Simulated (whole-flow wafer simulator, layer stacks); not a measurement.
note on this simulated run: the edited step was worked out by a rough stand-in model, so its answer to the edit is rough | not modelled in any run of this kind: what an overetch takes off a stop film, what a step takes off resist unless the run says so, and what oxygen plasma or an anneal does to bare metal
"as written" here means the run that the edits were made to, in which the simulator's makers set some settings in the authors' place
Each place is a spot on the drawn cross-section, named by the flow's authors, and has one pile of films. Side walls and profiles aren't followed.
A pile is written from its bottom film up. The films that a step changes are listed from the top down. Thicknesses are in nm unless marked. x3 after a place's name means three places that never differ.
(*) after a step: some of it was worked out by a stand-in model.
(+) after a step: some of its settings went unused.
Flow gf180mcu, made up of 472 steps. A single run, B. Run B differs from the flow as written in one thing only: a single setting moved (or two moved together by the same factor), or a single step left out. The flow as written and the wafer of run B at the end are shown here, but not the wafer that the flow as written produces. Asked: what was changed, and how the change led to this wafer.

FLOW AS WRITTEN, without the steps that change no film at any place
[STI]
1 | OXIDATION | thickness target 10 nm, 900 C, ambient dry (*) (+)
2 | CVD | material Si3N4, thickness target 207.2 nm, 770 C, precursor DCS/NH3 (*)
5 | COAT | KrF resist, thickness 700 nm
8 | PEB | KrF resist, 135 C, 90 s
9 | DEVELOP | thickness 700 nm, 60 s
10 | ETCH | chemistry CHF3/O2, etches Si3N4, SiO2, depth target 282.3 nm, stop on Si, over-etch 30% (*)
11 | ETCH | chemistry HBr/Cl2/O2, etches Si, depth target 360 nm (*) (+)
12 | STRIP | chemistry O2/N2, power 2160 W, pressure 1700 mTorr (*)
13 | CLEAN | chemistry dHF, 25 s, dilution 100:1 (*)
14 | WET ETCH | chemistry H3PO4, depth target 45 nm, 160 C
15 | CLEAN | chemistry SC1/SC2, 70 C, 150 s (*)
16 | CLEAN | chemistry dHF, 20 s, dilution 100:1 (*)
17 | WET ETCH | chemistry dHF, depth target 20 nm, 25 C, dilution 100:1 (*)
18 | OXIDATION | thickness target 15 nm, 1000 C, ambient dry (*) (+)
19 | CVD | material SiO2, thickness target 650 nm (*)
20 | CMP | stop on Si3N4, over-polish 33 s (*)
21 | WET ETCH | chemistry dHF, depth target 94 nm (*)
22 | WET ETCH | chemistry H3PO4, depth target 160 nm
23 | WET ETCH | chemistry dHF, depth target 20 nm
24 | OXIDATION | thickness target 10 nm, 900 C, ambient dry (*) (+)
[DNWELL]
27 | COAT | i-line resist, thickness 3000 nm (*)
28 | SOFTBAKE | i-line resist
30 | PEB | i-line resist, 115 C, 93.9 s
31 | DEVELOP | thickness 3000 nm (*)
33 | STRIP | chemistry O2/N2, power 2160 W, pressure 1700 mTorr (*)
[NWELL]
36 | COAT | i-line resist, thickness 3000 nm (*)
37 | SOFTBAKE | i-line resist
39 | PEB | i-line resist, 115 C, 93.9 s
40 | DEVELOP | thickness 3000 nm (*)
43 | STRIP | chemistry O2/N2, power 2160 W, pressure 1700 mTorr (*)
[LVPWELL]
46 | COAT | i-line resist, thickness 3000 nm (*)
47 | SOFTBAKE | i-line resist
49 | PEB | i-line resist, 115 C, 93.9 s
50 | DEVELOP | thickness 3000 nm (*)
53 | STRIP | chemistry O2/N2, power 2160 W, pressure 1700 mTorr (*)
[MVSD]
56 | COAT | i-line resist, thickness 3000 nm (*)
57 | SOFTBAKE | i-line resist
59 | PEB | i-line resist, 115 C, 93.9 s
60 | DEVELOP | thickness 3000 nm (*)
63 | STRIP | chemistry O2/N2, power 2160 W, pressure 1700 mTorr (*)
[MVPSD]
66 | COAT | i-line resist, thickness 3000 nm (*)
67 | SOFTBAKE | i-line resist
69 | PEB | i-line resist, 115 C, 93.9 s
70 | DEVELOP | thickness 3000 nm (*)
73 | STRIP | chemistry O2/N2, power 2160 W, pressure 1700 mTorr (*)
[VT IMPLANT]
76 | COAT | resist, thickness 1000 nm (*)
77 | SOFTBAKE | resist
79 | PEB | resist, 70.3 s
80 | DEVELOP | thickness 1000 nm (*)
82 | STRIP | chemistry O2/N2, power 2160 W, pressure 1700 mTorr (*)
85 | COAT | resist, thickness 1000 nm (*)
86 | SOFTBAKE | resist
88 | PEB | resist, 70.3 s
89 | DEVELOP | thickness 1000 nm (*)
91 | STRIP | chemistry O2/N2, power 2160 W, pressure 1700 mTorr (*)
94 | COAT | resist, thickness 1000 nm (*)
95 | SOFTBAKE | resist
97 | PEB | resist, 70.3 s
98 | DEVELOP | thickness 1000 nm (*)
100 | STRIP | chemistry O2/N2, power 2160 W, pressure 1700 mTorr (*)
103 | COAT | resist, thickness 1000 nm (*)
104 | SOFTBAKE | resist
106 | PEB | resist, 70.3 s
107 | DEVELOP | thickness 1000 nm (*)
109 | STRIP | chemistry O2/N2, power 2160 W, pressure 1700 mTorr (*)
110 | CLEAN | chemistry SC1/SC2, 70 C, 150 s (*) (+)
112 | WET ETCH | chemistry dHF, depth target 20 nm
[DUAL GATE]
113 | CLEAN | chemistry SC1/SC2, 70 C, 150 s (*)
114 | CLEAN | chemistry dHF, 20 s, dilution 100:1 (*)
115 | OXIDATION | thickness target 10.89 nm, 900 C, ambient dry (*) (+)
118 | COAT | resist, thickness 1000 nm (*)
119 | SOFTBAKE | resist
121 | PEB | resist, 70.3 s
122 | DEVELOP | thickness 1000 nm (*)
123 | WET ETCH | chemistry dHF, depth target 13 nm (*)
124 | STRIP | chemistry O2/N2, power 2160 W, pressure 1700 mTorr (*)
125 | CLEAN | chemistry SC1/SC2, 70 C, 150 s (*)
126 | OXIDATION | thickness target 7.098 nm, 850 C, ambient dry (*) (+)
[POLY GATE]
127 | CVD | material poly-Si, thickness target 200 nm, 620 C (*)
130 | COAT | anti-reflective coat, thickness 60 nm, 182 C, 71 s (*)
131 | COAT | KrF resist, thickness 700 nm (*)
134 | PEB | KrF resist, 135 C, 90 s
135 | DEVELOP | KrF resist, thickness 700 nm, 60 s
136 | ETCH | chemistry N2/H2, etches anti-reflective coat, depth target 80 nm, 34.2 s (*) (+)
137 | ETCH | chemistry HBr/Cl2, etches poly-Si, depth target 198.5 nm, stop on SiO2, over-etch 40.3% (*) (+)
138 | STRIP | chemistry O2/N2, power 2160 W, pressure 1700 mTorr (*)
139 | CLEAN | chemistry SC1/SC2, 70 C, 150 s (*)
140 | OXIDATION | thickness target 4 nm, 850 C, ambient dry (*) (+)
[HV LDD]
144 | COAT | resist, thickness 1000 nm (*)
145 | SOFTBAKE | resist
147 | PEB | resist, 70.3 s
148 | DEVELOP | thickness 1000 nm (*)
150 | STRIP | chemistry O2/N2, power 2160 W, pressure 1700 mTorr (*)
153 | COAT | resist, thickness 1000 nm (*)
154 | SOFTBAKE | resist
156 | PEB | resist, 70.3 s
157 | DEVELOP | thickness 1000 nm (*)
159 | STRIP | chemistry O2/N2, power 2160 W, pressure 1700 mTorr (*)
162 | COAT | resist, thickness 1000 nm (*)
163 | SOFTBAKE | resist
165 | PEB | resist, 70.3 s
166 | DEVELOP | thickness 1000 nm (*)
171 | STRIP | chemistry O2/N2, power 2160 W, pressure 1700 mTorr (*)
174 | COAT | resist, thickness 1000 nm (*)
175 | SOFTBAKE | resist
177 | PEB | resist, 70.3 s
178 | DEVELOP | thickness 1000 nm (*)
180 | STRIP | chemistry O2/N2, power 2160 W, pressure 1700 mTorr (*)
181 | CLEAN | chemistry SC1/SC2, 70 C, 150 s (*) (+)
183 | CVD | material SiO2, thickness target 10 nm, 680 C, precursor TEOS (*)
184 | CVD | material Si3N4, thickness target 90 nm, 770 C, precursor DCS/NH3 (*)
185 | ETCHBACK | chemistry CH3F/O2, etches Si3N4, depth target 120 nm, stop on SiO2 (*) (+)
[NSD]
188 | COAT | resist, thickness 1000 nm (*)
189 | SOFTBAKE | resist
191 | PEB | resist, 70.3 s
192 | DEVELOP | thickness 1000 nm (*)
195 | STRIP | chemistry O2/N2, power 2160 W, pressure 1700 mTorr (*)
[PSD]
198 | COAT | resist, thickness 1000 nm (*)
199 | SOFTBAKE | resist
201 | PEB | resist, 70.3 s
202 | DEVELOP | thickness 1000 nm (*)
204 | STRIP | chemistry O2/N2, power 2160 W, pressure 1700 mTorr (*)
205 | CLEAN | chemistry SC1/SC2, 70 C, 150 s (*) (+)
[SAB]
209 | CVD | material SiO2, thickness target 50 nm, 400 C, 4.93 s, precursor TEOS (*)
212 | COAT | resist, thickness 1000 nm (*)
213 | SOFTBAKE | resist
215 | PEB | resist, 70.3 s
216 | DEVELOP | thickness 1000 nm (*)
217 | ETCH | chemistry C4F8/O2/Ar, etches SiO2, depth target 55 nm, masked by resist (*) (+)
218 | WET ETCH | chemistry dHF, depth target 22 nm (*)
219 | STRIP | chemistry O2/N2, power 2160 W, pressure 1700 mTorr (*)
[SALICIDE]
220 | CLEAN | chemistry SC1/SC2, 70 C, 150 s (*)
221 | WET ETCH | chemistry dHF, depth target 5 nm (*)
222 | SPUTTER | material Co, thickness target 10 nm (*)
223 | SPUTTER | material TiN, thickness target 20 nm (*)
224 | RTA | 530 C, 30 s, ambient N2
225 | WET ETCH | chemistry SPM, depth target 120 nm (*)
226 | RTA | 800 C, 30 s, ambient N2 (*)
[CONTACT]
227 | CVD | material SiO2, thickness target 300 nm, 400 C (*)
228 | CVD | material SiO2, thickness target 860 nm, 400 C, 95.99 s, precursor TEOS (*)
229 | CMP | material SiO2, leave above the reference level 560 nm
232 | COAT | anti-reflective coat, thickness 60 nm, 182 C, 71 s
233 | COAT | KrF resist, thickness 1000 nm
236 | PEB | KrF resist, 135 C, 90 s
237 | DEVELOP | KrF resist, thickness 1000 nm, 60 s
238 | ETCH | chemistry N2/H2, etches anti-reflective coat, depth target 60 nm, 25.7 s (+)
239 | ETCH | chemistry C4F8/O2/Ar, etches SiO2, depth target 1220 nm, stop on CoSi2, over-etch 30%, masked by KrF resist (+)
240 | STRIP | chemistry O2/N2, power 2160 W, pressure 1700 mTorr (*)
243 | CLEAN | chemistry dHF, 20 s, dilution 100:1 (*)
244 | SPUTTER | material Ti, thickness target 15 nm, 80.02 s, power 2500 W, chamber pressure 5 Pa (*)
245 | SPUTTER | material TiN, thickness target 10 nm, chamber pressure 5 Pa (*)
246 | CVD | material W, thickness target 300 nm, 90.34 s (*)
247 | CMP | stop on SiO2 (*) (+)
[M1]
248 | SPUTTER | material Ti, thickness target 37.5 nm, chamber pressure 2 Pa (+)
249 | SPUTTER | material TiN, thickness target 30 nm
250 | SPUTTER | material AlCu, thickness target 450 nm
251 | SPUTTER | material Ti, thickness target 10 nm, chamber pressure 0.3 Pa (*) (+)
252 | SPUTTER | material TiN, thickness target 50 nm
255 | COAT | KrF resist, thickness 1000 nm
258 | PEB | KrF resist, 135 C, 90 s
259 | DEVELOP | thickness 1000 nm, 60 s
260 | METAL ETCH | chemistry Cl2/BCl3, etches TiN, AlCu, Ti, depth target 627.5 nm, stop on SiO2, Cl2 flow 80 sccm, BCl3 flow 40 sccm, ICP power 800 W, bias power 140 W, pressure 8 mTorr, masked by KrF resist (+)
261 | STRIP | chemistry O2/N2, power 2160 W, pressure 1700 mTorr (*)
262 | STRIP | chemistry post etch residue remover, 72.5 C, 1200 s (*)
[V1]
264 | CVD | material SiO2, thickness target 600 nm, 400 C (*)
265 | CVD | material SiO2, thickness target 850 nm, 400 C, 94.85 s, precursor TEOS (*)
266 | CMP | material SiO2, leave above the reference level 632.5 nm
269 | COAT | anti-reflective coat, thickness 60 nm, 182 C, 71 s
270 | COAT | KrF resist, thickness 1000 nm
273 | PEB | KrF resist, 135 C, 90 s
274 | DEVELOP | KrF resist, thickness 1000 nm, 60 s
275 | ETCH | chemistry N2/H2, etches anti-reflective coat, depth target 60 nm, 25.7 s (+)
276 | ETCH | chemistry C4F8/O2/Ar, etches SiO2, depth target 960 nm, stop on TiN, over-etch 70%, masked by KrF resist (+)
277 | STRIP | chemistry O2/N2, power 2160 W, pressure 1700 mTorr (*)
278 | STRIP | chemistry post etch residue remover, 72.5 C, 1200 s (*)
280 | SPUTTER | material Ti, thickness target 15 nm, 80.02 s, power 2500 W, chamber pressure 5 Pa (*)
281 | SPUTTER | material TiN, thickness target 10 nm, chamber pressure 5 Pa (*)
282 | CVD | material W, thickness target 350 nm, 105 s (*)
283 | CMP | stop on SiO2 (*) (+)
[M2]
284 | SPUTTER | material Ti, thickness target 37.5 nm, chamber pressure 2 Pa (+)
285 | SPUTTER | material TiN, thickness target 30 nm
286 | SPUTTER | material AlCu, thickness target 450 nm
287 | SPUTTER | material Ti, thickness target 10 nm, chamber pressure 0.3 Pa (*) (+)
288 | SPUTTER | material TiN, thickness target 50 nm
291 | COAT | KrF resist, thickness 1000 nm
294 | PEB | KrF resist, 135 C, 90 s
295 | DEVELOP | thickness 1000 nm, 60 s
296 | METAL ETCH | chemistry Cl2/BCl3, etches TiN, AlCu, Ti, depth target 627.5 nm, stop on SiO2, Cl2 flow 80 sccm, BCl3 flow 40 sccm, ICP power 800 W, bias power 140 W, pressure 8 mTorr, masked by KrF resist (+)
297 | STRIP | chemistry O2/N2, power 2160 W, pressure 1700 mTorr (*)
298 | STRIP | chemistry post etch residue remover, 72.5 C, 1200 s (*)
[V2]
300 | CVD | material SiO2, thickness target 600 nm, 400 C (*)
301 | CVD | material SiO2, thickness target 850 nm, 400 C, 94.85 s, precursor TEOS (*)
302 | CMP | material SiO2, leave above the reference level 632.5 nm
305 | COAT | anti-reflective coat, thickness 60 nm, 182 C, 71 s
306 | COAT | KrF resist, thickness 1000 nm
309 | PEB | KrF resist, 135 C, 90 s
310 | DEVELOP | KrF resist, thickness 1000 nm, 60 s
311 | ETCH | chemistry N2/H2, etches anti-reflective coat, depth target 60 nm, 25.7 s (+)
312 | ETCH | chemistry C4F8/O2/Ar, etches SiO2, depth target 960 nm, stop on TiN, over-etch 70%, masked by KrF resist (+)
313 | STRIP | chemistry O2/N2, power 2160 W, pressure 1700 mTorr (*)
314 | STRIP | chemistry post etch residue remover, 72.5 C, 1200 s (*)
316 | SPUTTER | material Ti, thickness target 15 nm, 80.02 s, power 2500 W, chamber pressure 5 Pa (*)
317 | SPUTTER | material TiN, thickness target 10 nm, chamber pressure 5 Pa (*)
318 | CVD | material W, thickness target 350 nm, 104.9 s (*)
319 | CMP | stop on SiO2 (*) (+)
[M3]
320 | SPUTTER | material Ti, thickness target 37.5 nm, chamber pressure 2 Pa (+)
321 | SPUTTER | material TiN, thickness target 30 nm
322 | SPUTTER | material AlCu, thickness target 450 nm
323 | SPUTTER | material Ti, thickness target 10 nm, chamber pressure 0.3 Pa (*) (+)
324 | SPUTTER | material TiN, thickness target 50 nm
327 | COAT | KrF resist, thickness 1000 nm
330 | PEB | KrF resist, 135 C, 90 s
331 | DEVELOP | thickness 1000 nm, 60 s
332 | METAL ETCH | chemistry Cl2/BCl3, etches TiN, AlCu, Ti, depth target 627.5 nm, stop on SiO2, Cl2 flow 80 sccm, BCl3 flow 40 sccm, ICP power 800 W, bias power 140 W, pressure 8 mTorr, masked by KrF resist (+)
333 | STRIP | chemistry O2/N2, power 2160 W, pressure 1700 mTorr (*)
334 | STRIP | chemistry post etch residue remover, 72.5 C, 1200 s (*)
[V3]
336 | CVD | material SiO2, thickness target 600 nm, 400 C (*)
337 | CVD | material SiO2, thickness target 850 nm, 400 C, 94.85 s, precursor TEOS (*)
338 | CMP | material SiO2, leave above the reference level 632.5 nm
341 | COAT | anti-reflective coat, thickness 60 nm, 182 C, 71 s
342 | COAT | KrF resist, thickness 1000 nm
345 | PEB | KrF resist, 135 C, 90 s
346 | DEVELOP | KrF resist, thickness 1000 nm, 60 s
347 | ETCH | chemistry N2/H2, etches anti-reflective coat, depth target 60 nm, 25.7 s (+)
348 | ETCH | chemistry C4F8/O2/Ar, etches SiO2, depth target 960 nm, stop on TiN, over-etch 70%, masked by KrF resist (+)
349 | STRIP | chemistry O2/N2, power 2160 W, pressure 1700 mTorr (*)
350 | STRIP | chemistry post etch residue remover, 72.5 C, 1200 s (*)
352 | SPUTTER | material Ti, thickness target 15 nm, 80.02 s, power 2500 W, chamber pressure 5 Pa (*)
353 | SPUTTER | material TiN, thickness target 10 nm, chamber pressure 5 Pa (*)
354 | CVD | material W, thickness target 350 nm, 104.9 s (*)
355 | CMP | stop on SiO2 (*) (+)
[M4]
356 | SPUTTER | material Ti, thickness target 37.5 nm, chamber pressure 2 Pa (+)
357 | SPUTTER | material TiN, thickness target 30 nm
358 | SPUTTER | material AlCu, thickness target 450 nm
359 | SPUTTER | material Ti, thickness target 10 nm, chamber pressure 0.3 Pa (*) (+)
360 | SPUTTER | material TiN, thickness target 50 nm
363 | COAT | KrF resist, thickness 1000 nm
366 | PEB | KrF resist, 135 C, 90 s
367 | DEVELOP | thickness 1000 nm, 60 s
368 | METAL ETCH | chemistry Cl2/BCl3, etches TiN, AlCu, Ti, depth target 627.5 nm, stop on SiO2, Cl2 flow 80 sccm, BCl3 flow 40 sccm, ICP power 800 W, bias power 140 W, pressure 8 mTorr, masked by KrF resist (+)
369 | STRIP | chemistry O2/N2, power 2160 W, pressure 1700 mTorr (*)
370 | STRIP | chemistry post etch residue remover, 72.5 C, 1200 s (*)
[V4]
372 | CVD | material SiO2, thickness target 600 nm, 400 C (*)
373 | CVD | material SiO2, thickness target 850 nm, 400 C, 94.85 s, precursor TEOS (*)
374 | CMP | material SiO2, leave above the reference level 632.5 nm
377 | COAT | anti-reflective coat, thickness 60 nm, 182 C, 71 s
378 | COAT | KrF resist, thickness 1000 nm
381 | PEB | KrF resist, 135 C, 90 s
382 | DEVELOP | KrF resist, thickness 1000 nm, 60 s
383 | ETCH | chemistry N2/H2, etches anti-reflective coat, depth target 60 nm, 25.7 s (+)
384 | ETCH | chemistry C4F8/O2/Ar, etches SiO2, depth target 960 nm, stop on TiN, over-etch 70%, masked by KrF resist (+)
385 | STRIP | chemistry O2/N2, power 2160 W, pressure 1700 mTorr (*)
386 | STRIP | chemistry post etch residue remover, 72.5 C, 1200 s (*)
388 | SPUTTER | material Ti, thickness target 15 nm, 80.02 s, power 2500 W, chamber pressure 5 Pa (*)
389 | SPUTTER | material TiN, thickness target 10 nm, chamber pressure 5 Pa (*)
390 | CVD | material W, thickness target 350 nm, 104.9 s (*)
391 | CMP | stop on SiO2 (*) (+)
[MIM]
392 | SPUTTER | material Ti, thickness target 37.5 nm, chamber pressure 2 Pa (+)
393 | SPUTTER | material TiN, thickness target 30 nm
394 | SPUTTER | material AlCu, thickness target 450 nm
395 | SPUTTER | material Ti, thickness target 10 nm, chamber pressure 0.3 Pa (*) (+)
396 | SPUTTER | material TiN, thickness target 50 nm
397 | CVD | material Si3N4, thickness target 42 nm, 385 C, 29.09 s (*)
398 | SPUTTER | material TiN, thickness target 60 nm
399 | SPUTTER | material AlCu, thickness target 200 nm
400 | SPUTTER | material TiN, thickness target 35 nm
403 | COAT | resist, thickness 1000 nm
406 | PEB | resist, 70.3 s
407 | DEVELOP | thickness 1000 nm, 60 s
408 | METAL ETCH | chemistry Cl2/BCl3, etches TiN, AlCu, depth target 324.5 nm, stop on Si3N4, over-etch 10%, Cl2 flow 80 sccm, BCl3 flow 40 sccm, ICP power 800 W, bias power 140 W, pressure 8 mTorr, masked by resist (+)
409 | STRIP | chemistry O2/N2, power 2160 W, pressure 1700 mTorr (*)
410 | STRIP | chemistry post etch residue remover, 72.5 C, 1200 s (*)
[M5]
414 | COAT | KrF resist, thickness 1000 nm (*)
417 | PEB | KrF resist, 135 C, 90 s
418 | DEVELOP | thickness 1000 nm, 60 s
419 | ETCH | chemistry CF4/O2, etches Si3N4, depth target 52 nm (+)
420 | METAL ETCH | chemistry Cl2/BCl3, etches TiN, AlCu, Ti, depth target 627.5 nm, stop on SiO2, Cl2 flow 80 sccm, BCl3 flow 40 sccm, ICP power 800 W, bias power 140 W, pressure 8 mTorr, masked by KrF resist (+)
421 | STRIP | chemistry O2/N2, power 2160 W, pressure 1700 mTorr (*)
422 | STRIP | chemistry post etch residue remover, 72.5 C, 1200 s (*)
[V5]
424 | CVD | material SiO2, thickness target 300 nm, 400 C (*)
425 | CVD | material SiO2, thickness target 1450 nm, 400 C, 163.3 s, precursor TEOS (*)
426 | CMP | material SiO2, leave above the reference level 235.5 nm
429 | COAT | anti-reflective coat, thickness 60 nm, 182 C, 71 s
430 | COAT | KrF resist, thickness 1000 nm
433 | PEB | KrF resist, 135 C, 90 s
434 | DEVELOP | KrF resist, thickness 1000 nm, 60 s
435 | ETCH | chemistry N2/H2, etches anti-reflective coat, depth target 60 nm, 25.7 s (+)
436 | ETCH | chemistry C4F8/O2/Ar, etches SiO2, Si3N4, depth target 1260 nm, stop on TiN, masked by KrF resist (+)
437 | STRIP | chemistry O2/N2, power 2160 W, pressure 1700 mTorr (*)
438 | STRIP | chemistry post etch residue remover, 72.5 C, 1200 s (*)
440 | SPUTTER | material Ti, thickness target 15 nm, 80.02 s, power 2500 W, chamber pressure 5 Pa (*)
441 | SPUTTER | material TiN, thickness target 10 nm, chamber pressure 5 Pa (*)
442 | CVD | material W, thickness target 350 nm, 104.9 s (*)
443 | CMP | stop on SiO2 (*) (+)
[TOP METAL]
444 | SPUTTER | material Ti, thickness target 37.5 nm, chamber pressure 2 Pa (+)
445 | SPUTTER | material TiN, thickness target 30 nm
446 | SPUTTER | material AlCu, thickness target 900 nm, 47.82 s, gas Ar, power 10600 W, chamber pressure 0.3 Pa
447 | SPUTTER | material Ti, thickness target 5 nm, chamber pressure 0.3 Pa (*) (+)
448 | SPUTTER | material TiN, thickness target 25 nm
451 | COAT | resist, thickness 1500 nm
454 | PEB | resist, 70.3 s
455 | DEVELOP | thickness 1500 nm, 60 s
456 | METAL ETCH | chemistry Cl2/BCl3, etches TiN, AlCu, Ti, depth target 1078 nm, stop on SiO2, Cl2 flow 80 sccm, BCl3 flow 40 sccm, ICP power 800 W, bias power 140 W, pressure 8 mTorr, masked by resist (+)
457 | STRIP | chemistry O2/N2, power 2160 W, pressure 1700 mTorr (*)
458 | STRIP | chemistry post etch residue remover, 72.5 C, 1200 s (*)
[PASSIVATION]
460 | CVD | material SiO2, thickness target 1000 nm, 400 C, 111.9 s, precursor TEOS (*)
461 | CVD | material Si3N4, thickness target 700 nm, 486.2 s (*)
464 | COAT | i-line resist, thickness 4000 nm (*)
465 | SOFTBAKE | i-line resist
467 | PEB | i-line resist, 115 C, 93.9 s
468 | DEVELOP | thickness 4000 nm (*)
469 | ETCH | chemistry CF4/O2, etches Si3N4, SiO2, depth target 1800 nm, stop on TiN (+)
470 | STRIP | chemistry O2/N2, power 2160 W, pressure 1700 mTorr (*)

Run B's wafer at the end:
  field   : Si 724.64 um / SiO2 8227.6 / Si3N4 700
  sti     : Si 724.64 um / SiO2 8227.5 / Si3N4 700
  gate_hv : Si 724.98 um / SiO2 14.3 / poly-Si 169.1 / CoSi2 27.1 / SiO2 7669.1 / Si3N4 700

The reason: step 222, SPUTTER: thickness target 7.75 nm was run, though the flow has thickness target 10 nm.

The path from the change to this, step by step:
  222 | SPUTTER | material Co, thickness target 10 nm (*)
      field, field__w7, field__w8 and 71 more: Co gains 7.75 (new film) (it would be, as written: Co gains 10 (new film))
      field__w6, field_sub, field_sub__w2: Co gains 7.71 (new film) (it would be, as written: Co gains 9.95 (new film))
      (and at 34 other places as well)
  224 | RTA | 530 C, 30 s, ambient N2
      gate, gate_hv, gate_p and 22 more: under 1 film: CoSi gains 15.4 (new film), Co loses 7.75 (all of it), poly-Si loses 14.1 (it would be, as written: under 1 film: CoSi gains 19.9 (new film), Co loses 10 (all of it), poly-Si loses 18.2)
      active, p_well, sd_n and 11 more: under 1 film: CoSi gains 15.4 (new film), Co loses 7.75 (all of it), Si loses 14.1 (it would be, as written: under 1 film: CoSi gains 19.9 (new film), Co loses 10 (all of it), Si loses 18.1)
      (and at 10 other places as well)
  225 | WET ETCH | chemistry SPM, depth target 120 nm (*)
      field, field__w7, field__w8 and 32 more: TiN loses 20 (all of it), Co loses 7.75 (all of it) (it would be, as written: TiN loses 20 (all of it), Co loses 10 (all of it))
      field__w9, nw_enc_fld_lv__w3: TiN loses 19.1 (all of it), Co loses 7.44 (all of it) (it would be, as written: TiN loses 19.1 (all of it), Co loses 9.6 (all of it))
      (and at 25 other places as well)
  226 | RTA | 800 C, 30 s, ambient N2 (*)
      gate, gate_hv, gate_p and 22 more: CoSi2 gains 27.1 (new film), CoSi loses 15.4 (all of it), poly-Si loses 14.1 (it would be, as written: CoSi2 gains 35 (new film), CoSi loses 19.9 (all of it), poly-Si loses 18.2)
      active, p_well, sd_n and 11 more: CoSi2 gains 27.1 (new film), CoSi loses 15.4 (all of it), Si loses 14.1 (it would be, as written: CoSi2 gains 35 (new film), CoSi loses 19.9 (all of it), Si loses 18.1)
      (and at 10 other places as well)
